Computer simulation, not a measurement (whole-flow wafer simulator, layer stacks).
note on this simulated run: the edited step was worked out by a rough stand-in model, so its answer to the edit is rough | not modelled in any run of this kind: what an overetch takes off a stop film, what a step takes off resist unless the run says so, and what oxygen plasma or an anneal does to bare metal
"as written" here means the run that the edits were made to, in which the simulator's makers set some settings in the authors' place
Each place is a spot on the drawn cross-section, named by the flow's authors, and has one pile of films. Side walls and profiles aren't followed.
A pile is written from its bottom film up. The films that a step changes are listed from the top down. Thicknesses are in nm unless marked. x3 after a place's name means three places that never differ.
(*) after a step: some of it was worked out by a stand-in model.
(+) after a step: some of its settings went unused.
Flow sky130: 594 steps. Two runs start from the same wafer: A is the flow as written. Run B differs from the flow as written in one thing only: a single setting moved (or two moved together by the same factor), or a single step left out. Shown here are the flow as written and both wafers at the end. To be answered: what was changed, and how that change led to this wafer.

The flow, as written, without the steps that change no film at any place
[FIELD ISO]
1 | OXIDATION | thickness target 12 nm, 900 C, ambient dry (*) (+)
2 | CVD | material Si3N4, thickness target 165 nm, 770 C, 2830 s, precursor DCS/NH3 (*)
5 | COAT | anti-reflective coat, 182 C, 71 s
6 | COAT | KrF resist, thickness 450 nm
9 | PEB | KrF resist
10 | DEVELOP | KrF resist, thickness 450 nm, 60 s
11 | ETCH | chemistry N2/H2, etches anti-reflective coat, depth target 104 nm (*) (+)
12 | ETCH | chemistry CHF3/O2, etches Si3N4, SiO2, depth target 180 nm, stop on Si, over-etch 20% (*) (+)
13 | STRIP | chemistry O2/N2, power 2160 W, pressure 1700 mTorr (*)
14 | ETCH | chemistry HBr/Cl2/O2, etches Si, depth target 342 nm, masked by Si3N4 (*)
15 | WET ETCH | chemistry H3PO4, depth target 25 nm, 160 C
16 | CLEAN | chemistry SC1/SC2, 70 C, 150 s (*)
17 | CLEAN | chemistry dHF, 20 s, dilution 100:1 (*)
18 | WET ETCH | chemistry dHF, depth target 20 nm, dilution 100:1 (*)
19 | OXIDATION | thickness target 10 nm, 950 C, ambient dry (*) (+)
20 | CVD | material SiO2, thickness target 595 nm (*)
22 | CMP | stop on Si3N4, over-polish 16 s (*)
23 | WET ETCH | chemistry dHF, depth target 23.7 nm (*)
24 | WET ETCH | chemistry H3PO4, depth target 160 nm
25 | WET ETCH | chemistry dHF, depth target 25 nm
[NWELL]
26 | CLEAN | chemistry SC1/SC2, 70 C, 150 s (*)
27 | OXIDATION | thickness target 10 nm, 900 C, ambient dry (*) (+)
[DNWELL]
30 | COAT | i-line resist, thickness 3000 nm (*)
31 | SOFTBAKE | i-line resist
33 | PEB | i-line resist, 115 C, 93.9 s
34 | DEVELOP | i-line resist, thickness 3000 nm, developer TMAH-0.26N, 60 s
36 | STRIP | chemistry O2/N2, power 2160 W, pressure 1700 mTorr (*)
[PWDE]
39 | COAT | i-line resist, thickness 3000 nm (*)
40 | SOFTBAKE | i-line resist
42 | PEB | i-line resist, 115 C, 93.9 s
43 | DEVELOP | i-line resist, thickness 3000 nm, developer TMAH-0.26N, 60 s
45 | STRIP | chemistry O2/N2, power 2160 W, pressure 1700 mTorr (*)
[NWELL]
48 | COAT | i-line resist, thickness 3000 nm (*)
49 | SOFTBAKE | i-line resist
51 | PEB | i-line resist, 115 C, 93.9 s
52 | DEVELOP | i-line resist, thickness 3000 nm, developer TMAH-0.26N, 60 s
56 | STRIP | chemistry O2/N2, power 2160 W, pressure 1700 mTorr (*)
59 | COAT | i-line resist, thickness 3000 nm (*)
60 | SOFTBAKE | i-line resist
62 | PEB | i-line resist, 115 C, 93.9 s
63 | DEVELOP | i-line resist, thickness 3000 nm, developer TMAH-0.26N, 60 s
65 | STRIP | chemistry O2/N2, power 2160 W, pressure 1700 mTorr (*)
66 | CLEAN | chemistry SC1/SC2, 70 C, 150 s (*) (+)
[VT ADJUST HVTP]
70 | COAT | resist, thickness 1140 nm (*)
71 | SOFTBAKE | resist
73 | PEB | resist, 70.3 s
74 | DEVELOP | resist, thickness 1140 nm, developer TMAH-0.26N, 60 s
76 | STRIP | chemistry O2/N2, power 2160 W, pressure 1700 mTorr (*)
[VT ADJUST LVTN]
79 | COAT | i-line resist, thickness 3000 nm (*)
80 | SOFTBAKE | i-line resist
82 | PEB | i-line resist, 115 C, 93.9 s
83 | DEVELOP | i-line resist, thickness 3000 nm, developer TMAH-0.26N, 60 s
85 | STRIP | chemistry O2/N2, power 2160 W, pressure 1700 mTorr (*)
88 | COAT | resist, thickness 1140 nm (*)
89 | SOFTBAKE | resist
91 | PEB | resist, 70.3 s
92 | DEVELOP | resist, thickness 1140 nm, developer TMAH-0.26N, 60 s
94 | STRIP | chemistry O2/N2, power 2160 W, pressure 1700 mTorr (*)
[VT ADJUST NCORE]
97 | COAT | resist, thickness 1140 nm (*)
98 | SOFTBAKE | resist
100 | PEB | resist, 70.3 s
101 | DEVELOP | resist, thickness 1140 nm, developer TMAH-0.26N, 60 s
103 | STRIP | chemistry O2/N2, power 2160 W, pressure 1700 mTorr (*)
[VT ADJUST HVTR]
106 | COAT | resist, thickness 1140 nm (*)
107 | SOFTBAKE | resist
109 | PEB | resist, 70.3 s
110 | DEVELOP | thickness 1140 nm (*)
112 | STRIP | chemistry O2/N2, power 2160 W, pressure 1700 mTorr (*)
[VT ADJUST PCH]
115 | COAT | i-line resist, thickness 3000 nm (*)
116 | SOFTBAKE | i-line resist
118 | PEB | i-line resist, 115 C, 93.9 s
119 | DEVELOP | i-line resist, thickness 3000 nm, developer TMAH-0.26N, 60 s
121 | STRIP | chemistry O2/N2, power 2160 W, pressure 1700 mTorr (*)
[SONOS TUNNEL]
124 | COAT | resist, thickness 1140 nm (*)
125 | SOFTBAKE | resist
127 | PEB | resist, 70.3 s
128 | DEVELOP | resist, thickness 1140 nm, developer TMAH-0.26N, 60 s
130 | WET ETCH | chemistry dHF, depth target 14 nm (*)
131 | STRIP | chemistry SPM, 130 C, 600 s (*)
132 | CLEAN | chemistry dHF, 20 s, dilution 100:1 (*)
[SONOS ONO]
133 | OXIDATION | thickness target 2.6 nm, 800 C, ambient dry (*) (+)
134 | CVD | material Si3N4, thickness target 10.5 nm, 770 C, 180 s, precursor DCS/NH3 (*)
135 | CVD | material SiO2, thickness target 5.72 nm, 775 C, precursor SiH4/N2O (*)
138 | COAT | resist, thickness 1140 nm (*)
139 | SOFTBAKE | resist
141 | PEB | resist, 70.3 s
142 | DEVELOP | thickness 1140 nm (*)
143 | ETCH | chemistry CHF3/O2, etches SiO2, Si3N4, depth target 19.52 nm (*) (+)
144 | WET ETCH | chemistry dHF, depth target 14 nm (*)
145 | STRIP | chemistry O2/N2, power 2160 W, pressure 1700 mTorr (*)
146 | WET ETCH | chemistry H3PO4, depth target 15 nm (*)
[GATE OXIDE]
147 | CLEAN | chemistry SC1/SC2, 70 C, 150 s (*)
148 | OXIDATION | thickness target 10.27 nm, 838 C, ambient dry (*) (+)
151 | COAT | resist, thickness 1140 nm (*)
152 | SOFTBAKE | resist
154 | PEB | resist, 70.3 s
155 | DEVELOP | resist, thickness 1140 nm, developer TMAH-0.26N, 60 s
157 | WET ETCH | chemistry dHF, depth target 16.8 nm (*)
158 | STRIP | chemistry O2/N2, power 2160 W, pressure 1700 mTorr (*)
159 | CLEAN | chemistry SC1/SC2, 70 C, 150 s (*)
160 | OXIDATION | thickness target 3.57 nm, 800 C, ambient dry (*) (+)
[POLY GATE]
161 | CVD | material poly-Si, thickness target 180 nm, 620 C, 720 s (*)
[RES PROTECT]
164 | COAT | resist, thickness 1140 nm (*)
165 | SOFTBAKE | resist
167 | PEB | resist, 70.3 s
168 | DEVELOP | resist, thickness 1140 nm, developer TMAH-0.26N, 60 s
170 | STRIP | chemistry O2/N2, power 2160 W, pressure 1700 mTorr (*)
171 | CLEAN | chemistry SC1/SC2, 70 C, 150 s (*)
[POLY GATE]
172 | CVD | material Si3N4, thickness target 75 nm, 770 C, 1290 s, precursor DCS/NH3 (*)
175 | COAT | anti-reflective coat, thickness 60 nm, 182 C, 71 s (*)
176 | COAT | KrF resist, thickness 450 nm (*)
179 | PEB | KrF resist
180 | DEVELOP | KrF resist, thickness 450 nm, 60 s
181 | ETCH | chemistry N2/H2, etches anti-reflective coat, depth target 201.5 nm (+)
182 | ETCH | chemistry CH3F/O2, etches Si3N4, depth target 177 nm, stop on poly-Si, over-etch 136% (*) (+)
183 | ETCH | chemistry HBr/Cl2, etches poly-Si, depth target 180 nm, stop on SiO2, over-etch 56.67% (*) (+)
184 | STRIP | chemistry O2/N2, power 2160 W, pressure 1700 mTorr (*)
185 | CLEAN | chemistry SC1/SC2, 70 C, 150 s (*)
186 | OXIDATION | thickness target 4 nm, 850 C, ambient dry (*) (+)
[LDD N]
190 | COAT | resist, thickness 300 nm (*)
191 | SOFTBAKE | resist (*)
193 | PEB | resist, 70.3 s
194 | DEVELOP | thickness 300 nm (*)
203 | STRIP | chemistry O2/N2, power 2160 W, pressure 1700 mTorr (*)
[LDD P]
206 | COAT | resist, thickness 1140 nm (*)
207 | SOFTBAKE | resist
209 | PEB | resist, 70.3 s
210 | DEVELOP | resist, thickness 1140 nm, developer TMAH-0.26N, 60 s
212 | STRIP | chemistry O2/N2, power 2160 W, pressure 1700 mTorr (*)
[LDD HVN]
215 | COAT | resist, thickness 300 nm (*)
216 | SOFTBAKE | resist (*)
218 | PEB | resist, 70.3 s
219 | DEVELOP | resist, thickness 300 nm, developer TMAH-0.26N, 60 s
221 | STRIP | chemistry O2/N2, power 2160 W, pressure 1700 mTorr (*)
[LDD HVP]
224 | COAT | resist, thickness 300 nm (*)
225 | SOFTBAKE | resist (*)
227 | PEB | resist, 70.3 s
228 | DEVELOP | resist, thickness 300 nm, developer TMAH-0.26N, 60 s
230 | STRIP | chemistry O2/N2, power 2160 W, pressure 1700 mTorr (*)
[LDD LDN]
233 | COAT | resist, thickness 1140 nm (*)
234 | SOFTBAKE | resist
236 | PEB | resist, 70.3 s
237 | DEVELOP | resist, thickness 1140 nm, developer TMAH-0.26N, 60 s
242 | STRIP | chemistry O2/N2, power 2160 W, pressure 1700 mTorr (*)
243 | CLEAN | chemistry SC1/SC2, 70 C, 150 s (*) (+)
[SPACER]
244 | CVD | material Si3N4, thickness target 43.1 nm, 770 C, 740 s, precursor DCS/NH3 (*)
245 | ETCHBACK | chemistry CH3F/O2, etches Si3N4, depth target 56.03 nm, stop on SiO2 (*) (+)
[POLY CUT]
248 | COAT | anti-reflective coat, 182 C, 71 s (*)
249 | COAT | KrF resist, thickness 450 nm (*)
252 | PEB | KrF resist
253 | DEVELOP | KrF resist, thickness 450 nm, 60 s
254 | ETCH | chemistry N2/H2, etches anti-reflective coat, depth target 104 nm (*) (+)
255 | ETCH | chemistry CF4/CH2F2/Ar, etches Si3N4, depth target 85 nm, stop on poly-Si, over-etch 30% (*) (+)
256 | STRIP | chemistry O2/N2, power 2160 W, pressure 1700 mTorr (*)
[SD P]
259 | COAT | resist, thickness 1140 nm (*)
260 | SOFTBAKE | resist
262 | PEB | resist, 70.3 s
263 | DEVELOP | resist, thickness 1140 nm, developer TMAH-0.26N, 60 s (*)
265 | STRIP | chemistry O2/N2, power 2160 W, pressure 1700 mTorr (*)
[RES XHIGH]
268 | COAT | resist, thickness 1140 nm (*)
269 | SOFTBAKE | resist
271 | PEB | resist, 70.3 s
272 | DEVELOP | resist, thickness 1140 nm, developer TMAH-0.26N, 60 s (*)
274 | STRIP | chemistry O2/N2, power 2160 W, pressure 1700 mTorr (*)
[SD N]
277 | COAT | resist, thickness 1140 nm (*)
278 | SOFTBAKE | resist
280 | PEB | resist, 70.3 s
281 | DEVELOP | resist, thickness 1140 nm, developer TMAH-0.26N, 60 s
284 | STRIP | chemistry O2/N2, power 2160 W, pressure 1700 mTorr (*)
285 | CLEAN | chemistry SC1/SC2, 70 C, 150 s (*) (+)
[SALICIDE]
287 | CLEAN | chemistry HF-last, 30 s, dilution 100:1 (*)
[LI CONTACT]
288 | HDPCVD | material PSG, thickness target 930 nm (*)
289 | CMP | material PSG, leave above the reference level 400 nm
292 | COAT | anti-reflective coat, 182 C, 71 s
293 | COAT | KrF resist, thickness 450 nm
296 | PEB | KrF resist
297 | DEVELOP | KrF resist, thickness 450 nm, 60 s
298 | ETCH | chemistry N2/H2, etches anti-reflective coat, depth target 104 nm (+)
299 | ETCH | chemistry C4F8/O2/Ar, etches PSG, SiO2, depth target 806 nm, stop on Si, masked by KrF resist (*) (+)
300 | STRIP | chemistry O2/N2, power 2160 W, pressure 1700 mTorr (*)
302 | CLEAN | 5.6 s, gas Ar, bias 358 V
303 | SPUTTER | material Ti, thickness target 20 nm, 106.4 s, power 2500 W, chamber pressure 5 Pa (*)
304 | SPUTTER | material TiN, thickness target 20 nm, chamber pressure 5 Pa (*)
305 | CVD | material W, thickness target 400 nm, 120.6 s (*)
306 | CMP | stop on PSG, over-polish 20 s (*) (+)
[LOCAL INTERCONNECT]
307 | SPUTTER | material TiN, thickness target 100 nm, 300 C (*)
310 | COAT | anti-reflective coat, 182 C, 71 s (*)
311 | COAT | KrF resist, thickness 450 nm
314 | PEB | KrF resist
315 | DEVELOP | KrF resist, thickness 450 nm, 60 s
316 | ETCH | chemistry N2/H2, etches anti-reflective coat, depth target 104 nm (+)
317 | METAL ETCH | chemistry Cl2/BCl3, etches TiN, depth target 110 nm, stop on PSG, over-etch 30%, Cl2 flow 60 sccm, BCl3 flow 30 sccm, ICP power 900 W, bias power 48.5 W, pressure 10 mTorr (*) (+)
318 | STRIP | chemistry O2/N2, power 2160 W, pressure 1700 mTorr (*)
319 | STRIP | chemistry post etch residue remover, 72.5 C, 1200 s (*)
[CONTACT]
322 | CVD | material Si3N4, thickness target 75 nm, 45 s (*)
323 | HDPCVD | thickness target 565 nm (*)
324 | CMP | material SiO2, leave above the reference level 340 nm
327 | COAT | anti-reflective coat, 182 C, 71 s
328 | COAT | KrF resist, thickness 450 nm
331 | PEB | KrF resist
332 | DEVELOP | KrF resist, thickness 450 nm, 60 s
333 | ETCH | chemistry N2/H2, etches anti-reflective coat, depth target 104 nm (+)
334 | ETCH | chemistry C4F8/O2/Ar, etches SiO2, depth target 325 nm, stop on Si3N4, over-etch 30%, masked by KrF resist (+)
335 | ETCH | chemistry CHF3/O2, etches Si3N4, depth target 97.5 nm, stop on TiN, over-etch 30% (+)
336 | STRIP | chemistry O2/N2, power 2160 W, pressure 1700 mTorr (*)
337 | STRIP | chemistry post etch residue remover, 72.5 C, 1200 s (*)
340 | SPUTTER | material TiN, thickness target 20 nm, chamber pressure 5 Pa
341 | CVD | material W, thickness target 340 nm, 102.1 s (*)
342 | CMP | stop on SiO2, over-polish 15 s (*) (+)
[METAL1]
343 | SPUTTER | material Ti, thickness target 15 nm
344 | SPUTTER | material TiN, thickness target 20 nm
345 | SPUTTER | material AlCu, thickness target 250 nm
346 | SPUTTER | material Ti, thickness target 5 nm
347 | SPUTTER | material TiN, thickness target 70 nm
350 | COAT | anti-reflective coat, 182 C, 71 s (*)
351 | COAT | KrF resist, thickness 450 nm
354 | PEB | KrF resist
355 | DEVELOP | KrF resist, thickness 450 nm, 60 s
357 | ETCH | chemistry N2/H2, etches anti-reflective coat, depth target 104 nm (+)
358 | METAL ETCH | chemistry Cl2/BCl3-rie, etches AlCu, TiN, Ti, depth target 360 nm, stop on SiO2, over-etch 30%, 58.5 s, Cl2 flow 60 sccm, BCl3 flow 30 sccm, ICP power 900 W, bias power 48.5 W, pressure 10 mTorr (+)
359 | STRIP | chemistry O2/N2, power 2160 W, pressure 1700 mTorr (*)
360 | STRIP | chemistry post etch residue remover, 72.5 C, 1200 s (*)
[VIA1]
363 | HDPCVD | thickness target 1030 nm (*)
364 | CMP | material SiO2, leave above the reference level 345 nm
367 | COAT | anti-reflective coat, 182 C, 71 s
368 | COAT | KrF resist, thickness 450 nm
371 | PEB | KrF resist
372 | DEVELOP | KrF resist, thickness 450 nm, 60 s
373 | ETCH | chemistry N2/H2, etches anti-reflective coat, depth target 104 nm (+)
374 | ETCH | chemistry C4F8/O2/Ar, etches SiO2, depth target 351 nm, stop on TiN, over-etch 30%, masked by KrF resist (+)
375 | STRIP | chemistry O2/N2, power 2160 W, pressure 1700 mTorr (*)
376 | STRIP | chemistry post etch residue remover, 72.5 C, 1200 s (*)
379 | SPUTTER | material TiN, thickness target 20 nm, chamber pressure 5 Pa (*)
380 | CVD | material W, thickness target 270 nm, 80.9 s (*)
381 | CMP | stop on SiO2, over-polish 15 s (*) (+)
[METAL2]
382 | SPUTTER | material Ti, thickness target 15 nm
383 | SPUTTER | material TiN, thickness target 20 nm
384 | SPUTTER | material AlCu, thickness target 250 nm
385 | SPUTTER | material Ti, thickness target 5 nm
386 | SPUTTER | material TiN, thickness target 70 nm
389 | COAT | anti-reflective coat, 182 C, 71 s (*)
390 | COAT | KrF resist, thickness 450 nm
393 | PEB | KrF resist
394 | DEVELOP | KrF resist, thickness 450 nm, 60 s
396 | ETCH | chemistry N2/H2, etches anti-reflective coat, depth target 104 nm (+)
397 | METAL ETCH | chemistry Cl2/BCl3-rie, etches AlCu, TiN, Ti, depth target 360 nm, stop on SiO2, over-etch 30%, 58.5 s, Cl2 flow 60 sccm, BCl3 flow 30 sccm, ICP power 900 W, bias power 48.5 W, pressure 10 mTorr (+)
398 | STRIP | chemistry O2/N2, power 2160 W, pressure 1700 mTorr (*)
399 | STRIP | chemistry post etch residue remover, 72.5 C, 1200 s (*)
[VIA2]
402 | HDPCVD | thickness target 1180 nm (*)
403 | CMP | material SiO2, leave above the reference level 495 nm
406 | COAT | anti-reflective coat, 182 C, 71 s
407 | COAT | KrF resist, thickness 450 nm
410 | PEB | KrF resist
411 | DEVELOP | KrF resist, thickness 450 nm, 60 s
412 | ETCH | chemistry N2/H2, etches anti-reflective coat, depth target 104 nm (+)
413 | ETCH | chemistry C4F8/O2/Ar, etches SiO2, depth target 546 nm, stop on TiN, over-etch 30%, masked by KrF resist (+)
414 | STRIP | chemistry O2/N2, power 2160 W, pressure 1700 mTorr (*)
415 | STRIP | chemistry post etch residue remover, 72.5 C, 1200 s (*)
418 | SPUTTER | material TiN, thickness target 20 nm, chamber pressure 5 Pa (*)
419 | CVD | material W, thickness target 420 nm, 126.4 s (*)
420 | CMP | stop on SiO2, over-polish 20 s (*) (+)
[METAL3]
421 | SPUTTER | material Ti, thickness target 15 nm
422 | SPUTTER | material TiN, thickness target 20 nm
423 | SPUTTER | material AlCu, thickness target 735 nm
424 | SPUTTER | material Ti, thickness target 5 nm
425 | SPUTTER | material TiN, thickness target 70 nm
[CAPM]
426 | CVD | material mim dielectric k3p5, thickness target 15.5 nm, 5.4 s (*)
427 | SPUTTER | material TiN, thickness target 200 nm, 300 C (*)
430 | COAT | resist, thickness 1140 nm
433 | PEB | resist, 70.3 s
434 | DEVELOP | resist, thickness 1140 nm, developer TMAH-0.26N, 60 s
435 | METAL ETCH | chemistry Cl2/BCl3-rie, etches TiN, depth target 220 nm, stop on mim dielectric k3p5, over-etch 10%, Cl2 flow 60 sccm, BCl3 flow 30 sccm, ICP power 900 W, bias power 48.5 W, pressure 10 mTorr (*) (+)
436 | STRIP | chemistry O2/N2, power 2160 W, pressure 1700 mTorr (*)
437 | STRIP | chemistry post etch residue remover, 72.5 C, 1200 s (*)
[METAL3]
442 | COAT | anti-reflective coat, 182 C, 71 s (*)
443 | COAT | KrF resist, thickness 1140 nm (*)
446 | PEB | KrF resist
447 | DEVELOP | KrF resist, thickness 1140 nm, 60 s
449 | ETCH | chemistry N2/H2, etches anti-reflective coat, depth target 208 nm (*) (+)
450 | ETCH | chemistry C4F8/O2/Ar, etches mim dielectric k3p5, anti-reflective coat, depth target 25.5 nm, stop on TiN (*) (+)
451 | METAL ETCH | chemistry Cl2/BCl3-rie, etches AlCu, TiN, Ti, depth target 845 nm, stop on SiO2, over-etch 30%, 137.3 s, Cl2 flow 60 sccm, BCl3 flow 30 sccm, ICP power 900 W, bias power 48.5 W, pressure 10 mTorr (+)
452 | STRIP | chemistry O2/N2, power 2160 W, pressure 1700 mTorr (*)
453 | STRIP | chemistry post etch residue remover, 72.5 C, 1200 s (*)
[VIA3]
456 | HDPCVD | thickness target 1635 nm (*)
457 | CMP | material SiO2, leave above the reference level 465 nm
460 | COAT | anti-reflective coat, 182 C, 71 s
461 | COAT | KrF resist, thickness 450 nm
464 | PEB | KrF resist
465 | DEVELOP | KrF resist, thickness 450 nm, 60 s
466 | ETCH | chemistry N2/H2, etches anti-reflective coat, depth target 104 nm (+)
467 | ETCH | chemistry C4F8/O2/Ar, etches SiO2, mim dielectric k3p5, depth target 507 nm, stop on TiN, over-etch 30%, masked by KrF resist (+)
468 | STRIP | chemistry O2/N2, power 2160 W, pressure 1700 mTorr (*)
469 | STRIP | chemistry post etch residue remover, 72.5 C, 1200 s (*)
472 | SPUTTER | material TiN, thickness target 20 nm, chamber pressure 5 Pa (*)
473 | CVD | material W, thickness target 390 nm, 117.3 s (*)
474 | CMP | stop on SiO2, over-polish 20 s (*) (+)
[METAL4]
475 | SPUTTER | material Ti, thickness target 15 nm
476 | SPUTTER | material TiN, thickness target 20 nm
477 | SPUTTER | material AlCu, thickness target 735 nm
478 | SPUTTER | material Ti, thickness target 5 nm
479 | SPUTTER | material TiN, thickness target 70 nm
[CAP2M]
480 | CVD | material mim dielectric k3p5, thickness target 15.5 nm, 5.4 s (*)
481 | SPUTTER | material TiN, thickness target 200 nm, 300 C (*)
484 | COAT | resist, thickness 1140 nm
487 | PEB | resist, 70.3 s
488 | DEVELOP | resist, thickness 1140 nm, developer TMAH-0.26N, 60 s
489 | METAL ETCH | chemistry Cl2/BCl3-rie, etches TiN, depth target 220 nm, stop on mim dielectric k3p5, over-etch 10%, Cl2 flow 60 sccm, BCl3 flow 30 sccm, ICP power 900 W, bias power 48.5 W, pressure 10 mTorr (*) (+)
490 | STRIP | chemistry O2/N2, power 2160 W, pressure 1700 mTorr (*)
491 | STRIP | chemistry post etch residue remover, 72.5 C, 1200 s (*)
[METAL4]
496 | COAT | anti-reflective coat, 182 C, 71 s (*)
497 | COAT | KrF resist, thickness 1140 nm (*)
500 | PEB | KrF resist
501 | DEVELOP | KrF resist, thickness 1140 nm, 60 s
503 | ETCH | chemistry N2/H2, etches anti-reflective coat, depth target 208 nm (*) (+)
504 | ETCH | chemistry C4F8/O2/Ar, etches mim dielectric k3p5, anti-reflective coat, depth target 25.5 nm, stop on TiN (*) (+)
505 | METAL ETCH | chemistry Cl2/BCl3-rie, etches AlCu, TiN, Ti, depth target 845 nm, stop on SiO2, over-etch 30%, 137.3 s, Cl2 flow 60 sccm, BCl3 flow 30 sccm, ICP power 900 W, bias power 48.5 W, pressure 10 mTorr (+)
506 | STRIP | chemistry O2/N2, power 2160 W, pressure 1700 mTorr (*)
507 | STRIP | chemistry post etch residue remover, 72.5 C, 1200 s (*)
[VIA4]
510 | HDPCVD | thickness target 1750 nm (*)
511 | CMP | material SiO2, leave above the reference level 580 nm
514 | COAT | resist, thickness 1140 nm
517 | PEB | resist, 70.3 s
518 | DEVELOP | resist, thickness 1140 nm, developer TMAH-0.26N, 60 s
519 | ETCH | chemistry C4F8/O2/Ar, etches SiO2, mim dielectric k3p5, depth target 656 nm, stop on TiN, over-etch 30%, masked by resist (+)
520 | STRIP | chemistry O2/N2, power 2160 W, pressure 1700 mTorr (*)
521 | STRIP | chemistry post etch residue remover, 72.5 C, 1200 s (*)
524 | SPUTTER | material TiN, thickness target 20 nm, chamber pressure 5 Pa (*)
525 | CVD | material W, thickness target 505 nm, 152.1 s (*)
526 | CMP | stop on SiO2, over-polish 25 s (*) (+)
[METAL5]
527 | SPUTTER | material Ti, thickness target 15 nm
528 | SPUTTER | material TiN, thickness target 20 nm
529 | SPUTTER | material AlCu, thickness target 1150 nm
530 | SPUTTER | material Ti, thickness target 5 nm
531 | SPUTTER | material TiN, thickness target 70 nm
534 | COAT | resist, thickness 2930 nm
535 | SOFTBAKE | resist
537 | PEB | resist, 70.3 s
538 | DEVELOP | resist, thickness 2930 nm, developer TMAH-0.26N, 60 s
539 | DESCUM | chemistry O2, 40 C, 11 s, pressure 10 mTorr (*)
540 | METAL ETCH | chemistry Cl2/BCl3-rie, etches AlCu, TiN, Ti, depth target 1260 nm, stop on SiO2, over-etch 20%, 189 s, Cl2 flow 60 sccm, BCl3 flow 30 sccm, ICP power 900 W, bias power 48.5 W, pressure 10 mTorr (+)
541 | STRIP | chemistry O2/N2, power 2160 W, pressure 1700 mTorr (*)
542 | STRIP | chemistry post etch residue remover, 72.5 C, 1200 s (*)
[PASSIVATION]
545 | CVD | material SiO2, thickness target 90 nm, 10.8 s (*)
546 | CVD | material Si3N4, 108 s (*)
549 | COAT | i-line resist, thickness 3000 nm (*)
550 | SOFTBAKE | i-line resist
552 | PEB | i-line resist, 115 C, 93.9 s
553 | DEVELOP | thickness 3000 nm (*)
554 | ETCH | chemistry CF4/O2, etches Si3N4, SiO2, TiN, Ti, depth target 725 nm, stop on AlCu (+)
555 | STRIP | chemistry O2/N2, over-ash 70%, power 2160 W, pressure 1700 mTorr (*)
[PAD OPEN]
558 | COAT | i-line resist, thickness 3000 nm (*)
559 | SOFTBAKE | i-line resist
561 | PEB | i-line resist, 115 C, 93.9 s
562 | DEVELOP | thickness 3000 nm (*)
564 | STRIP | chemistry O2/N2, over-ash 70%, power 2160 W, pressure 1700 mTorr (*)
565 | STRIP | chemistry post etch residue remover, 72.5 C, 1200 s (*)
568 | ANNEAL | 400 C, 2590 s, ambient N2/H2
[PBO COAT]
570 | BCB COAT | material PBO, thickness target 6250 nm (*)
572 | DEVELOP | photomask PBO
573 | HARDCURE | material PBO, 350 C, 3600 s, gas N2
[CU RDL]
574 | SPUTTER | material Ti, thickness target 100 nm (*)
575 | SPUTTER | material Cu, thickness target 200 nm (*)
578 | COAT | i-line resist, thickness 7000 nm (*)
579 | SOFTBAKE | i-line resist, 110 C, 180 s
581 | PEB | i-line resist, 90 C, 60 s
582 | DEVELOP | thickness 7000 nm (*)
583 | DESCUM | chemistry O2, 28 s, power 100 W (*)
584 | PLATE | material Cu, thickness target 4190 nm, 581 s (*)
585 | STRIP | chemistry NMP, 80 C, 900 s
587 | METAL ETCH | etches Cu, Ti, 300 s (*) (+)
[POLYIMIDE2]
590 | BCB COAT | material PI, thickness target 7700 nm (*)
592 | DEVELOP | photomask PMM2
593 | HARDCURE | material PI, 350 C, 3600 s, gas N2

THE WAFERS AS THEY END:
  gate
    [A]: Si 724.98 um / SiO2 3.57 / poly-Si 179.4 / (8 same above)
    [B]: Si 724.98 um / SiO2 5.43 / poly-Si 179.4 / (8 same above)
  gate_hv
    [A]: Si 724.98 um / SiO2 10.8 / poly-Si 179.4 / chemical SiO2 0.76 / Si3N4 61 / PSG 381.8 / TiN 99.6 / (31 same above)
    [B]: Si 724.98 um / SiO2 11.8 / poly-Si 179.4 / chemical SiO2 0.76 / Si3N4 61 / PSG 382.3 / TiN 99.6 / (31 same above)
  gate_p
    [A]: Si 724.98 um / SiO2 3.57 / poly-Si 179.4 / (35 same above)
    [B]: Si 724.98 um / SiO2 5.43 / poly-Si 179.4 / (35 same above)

What caused this: step 160, OXIDATION: 860 C was run, whereas the flow has 800 C.

The path from the change to this, step by step:
  160 | OXIDATION | thickness target 3.57 nm, 800 C, ambient dry (*) (+)
      active, n_well, p_well and 58 more: A +3.57 SiO2 (new film), -0.76 chemical SiO2 (all of it), -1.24 Si | B +5.43 SiO2 (new film), -0.76 chemical SiO2 (all of it), -2.06 Si
      gate_hv, m1, pad and 37 more: A +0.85 SiO2, -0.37 Si | B +1.89 SiO2, -0.83 Si
  299 | ETCH | chemistry C4F8/O2/Ar, etches PSG, SiO2, depth target 806 nm, stop on Si, masked by KrF resist (*) (+)
      contact, ndiff_licon, ndiff_licon_cpp: A -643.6 PSG (all of it), -1.16 SiO2 (all of it) | B -643.7 PSG (all of it), -2.84 SiO2 (all of it)
  303 | SPUTTER | material Ti, thickness target 20 nm, 106.4 s, power 2500 W, chamber pressure 5 Pa (*)
      ndiff_licon_cpp: A +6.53 Ti (new film) | B +7.21 Ti (new film)
  306 | CMP | stop on PSG, over-polish 20 s (*) (+)
      poly_licon: A -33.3 W | B -32.4 W
